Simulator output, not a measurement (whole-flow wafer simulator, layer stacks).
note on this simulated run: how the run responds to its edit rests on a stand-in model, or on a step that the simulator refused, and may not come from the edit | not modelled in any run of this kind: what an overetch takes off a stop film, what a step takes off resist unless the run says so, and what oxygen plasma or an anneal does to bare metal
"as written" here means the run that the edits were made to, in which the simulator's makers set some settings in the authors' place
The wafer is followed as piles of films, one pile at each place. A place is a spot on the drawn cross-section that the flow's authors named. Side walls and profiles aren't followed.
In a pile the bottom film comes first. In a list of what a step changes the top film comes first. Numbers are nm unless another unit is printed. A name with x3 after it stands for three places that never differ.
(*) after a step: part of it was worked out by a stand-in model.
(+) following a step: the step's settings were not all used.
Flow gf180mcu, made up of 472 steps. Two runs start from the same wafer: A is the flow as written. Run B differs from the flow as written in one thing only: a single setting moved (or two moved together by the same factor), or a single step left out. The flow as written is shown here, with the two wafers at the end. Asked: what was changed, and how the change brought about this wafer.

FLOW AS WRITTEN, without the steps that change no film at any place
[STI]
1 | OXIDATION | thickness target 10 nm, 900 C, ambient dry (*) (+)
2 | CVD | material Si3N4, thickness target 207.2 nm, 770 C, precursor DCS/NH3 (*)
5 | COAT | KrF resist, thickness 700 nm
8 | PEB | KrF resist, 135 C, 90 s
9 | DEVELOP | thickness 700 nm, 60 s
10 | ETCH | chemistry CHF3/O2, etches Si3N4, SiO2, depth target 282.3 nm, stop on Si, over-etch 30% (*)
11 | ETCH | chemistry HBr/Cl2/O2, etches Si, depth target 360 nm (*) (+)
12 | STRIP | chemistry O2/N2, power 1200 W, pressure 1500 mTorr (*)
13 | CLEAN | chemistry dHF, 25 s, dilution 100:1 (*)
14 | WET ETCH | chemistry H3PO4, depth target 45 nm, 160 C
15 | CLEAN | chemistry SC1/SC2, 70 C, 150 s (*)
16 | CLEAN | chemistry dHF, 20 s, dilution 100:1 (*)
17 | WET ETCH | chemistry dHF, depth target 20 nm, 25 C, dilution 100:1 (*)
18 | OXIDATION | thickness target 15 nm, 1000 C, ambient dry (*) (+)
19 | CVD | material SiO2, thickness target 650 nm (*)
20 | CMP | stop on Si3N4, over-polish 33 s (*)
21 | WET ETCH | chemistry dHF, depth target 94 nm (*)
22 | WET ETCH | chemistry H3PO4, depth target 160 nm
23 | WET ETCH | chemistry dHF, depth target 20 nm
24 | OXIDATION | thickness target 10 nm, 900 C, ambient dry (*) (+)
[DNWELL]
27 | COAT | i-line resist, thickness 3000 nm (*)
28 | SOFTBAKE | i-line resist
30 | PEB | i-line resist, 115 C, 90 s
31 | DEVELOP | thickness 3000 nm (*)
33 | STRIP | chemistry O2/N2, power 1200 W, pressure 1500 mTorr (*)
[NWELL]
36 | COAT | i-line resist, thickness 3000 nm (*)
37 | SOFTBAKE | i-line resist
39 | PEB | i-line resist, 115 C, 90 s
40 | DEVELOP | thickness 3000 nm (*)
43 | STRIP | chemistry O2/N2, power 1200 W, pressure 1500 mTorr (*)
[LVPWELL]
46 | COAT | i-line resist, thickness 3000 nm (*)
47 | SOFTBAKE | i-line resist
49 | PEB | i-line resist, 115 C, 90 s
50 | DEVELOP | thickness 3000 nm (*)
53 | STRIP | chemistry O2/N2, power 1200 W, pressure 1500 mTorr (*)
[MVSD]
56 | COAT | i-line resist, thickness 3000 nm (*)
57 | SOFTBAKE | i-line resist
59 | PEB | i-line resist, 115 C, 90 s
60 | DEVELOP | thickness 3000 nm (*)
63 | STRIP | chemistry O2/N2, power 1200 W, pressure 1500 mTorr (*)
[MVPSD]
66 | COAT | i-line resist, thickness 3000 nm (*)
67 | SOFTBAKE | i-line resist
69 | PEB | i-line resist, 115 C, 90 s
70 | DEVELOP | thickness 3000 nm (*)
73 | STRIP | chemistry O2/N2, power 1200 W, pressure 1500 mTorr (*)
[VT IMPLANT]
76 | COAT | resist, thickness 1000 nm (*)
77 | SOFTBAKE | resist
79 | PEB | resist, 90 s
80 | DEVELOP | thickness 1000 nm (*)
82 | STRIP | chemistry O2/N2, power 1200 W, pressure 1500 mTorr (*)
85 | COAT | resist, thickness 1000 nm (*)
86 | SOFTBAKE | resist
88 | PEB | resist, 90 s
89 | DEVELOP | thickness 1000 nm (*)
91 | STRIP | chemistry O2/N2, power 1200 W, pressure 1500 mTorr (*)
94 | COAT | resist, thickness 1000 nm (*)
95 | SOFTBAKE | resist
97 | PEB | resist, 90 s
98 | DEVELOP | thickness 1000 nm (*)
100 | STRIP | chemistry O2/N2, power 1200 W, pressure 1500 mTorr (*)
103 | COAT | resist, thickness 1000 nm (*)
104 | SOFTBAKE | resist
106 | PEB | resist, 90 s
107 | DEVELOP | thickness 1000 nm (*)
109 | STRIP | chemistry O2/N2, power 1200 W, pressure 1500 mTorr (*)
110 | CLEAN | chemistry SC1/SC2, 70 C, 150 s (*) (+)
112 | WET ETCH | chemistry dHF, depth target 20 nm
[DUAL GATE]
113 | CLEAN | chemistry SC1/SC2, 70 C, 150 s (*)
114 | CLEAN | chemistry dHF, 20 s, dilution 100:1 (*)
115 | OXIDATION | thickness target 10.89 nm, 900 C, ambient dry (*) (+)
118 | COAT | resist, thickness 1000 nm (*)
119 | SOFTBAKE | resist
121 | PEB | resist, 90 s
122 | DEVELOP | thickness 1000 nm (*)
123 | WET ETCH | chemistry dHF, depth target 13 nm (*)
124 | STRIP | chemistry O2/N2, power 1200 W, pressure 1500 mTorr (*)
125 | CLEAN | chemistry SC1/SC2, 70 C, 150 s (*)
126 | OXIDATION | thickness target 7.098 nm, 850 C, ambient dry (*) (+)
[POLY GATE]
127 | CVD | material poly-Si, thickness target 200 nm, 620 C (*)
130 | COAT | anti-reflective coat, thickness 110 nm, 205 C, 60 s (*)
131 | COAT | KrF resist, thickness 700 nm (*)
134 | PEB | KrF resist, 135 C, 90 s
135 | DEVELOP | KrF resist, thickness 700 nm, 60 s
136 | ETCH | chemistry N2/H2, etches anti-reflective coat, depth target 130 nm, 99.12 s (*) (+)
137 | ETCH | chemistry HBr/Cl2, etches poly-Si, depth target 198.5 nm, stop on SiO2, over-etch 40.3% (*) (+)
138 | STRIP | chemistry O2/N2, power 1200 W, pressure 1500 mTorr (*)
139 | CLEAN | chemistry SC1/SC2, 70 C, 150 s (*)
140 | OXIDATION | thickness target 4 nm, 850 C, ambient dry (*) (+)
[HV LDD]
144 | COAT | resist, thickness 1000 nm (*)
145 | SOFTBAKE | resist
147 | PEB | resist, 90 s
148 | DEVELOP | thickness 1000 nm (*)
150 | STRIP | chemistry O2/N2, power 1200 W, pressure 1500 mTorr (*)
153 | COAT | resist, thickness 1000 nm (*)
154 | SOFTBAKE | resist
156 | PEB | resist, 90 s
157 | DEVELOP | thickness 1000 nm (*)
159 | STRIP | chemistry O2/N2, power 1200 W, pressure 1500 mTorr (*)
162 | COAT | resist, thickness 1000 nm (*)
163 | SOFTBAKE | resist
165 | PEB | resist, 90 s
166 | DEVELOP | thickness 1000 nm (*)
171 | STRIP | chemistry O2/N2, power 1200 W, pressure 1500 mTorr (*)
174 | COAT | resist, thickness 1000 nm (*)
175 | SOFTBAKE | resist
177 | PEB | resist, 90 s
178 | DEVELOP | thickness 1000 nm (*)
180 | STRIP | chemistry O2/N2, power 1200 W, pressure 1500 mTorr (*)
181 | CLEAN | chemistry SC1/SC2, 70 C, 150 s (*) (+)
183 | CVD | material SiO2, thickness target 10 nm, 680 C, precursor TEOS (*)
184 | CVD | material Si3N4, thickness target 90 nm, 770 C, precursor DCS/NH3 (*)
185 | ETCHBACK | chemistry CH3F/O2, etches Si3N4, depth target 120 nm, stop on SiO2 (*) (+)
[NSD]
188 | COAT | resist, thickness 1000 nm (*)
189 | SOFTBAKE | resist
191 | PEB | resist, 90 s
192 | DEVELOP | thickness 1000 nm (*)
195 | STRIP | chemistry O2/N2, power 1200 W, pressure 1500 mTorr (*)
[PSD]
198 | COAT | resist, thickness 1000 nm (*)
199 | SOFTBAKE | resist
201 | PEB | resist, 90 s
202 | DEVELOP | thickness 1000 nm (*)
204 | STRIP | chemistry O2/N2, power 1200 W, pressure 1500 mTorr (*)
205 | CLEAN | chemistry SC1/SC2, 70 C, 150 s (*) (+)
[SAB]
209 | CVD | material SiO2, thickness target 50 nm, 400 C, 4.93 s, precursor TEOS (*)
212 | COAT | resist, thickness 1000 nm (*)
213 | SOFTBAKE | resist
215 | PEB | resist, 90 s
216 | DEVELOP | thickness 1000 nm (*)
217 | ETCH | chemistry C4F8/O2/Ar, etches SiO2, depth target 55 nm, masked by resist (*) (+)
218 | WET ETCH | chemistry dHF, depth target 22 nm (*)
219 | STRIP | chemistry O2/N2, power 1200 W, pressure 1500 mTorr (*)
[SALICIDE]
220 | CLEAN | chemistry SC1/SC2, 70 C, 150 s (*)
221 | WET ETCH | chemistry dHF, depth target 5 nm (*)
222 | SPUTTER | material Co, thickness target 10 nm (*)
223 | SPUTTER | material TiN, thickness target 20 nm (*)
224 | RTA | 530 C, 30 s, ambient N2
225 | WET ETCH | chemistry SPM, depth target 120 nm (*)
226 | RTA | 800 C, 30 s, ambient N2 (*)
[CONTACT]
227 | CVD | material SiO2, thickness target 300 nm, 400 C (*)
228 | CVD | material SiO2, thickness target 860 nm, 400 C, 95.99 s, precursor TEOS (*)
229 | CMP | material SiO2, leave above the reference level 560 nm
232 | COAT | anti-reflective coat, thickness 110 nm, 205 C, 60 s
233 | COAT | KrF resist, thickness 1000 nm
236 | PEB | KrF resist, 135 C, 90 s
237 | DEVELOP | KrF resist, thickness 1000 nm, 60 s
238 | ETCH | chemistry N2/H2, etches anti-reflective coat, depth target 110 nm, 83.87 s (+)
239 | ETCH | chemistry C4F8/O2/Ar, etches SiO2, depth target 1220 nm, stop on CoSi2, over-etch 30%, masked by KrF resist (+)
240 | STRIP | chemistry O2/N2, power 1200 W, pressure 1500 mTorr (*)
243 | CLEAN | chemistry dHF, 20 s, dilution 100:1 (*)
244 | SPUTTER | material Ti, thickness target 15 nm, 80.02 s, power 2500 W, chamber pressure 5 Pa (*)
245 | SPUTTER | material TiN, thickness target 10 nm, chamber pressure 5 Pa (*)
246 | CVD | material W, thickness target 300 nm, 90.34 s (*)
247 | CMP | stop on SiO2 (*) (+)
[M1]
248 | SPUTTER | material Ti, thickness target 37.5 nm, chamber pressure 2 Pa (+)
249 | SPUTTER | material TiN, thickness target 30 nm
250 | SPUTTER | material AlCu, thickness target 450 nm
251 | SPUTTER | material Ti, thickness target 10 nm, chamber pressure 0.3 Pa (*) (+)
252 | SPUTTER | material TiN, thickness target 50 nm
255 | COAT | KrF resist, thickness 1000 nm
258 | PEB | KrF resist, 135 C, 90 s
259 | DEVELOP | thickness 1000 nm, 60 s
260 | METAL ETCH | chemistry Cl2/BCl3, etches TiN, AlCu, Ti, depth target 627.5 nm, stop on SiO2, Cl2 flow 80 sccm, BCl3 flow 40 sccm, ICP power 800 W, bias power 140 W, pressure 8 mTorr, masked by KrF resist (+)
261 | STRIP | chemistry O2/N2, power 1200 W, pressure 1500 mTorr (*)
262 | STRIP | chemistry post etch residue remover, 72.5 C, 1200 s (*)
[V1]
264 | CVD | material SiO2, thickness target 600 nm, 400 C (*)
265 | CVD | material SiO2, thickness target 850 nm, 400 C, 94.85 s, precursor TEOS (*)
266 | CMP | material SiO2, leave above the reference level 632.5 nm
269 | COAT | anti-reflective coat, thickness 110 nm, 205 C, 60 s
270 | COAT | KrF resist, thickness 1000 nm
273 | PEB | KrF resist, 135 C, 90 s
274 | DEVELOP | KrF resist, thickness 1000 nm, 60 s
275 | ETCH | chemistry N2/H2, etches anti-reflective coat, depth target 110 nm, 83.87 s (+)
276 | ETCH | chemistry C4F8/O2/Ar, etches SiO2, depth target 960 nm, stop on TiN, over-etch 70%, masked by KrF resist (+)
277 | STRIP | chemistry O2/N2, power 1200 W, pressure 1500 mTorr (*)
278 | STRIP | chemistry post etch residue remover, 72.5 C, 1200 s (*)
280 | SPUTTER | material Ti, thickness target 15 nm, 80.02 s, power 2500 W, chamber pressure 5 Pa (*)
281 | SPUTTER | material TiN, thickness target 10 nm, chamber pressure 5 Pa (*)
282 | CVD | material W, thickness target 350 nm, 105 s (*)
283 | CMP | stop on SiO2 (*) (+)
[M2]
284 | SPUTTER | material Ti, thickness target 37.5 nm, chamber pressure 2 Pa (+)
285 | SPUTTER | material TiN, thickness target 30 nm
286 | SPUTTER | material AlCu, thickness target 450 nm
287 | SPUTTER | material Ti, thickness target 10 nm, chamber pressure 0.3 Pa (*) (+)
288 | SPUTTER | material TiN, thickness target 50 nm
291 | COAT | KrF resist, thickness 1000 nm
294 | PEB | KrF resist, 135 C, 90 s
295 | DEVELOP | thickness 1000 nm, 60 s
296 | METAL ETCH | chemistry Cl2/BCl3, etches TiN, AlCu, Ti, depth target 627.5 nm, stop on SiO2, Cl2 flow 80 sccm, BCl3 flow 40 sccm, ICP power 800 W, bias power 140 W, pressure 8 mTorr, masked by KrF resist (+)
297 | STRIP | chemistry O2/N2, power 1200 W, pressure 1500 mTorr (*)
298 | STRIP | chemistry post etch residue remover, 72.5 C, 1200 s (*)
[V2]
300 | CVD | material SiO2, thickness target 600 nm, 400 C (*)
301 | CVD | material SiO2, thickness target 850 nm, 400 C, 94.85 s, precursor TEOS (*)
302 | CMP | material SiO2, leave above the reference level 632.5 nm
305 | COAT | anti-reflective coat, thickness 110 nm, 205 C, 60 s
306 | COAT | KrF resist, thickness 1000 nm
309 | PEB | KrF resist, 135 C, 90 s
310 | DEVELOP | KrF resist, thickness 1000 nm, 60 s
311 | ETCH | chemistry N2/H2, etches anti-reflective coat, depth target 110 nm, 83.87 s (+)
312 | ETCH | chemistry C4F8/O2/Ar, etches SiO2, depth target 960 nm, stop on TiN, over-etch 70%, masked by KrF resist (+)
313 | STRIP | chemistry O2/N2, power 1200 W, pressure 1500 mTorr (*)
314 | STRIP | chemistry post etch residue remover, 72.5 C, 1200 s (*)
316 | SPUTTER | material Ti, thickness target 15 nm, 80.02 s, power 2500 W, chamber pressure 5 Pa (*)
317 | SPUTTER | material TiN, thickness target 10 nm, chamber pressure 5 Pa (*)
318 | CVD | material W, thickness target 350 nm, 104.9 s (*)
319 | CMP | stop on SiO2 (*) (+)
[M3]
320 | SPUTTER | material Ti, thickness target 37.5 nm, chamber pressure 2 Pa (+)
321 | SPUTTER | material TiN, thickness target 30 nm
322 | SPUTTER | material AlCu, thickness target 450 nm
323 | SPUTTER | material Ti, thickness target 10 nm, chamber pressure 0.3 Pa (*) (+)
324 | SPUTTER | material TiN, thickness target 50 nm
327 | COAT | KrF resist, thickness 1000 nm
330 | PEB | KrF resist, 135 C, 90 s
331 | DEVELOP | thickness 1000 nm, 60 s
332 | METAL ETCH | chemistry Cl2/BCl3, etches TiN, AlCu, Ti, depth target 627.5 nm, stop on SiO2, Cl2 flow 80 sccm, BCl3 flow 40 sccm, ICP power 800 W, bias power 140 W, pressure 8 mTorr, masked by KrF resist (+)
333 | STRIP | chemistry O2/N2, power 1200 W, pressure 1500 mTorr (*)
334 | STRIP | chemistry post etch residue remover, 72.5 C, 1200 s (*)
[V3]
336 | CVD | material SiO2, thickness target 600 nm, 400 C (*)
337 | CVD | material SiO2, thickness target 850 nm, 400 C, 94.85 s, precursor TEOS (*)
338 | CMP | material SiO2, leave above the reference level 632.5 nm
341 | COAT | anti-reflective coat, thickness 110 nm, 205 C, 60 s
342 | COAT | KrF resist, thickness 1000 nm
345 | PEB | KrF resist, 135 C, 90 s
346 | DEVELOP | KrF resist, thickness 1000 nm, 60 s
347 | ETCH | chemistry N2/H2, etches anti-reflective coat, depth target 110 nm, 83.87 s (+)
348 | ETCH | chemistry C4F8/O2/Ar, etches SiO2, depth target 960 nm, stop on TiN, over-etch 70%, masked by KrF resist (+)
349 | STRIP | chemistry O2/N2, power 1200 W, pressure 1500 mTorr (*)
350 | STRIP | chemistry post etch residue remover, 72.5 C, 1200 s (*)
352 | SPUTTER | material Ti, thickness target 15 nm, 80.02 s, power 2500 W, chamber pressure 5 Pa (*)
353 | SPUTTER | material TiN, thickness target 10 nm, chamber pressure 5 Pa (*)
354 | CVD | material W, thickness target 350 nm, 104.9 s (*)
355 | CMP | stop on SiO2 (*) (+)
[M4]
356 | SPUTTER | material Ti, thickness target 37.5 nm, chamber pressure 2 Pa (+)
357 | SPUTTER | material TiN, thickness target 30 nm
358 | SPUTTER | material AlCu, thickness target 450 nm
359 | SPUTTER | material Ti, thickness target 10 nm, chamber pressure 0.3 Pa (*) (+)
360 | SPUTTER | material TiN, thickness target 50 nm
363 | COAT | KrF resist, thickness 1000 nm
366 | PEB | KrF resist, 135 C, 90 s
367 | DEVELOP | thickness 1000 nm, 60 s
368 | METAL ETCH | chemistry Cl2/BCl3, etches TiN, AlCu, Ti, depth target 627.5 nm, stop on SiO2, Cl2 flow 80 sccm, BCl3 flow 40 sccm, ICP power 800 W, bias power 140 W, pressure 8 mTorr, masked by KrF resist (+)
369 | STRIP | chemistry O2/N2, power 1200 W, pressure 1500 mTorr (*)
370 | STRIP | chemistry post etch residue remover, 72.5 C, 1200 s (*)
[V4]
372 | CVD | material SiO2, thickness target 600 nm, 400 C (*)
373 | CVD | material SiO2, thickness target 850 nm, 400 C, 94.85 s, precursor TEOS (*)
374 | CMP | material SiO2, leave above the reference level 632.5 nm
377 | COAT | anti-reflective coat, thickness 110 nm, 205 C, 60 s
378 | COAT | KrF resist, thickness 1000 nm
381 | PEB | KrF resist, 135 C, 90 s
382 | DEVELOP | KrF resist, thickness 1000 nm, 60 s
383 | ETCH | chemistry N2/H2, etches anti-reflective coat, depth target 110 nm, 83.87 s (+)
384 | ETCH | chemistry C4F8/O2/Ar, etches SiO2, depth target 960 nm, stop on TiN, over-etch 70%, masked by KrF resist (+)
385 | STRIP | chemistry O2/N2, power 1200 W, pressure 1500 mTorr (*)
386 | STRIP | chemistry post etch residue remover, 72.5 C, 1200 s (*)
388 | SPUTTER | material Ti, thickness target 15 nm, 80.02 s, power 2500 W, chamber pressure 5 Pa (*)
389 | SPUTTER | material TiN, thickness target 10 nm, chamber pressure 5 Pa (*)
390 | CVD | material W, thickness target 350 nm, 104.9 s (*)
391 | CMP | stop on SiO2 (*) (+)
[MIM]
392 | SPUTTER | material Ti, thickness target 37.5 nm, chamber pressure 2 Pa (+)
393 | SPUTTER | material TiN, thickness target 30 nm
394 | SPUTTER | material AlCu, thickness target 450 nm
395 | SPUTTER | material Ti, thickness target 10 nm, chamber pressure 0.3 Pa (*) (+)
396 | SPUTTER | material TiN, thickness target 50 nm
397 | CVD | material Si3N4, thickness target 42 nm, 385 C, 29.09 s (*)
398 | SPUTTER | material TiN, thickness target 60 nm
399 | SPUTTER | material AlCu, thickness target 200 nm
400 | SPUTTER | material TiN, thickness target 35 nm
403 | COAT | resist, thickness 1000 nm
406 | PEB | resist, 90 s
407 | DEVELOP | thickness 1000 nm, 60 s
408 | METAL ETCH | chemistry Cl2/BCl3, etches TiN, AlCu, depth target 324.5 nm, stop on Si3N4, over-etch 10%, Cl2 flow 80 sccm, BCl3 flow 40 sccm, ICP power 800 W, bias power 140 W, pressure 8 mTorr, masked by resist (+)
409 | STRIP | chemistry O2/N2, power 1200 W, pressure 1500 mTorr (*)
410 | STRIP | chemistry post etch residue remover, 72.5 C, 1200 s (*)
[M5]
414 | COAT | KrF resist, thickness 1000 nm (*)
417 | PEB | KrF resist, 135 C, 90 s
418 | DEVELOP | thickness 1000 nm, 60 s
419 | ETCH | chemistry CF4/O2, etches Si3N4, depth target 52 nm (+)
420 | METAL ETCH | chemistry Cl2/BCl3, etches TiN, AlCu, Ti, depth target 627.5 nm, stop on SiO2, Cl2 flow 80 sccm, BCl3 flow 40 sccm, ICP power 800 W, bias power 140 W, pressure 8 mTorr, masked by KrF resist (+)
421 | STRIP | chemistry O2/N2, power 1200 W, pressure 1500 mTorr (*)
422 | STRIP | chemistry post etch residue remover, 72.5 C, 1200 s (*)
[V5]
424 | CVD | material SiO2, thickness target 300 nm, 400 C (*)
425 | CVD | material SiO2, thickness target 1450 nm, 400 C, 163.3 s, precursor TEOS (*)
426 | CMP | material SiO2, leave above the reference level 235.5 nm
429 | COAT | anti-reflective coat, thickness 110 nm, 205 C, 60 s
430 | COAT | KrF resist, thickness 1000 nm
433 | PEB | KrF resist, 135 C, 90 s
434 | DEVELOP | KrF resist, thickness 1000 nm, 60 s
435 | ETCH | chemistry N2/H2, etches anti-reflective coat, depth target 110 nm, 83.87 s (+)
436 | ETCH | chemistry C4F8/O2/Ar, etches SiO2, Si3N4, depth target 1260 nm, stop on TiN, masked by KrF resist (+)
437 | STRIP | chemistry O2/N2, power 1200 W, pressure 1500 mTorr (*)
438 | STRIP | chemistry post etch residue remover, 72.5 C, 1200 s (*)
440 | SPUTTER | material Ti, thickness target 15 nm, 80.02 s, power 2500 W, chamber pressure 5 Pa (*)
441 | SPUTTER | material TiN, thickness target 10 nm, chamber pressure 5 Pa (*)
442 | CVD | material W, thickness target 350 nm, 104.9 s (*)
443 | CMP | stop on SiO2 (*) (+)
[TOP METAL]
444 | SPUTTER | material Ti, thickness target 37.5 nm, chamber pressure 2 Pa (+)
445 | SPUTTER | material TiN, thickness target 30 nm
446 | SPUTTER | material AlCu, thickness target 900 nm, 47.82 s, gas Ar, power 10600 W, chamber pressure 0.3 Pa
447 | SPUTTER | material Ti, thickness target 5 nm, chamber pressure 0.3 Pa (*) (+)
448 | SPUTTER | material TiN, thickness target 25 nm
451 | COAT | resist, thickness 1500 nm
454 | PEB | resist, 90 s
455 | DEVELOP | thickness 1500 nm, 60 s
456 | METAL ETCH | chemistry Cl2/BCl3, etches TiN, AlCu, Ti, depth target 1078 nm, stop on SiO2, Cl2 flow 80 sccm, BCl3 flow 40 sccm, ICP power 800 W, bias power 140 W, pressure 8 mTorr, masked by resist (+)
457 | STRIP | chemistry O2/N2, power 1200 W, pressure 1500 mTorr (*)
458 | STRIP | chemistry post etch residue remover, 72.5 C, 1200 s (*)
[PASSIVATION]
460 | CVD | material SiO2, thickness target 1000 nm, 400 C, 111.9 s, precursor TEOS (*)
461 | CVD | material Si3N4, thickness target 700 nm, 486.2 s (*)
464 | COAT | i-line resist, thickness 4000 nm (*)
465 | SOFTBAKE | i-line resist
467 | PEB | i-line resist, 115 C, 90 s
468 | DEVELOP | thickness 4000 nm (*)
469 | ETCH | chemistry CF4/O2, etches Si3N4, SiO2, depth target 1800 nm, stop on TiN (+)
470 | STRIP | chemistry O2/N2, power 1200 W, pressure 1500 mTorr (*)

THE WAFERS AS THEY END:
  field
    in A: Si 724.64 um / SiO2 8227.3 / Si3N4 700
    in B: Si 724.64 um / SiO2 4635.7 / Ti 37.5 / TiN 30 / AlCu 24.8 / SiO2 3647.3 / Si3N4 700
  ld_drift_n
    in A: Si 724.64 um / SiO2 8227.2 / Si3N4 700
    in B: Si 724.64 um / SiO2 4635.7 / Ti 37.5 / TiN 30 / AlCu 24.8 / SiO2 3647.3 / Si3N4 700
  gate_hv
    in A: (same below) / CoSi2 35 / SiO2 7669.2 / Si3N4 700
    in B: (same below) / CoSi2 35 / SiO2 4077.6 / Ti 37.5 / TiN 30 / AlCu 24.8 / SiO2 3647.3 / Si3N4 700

The reason: step 358, SPUTTER: thickness target 598 nm was run, while the flow as written has thickness target 450 nm.

How this came from the change, step by step:
  358 | SPUTTER | material AlCu, thickness target 450 nm
      field, field__w1, field__w2 and 108 more: A AlCu gains 450 (new film) | B AlCu gains 598 (new film)
  368 | METAL ETCH | chemistry Cl2/BCl3, etches TiN, AlCu, Ti, depth target 627.5 nm, stop on SiO2, Cl2 flow 80 sccm, BCl3 flow 40 sccm, ICP power 800 W, bias power 140 W, pressure 8 mTorr, masked by KrF resist (+)
      field, field__w1, field__w2 and 103 more: A TiN loses 50 (all of it), Ti loses 10 (all of it), AlCu loses 450 (all of it), TiN loses 30 (all of it), Ti loses 37.5 (all of it) | B TiN loses 50 (all of it), Ti loses 10 (all of it), AlCu loses 567.5
  370 | STRIP | chemistry post etch residue remover, 72.5 C, 1200 s (*)
      field, field__w1, field__w2 and 103 more: A nothing | B AlCu loses 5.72
  372 | CVD | material SiO2, thickness target 600 nm, 400 C (*)
      field, field__w1, field__w2 and 103 more: A SiO2 gains 600 | B SiO2 gains 600 (new film)
  374 | CMP | material SiO2, leave above the reference level 632.5 nm
      field, field__w1, field__w2 and 103 more: A SiO2 loses 300 | B SiO2 loses 244.3
Taking metal films that touch as one body, field has 1 body; the flow as written gives 0 bodies.
Taking metal films that touch as one body, ld_drift_n has 1 body; the flow as written gives 0 bodies.
Taking metal films that touch as one body, gate_hv has 2 bodies (between them, from the top down: SiO2 4077.6); the flow as written gives 1 body.
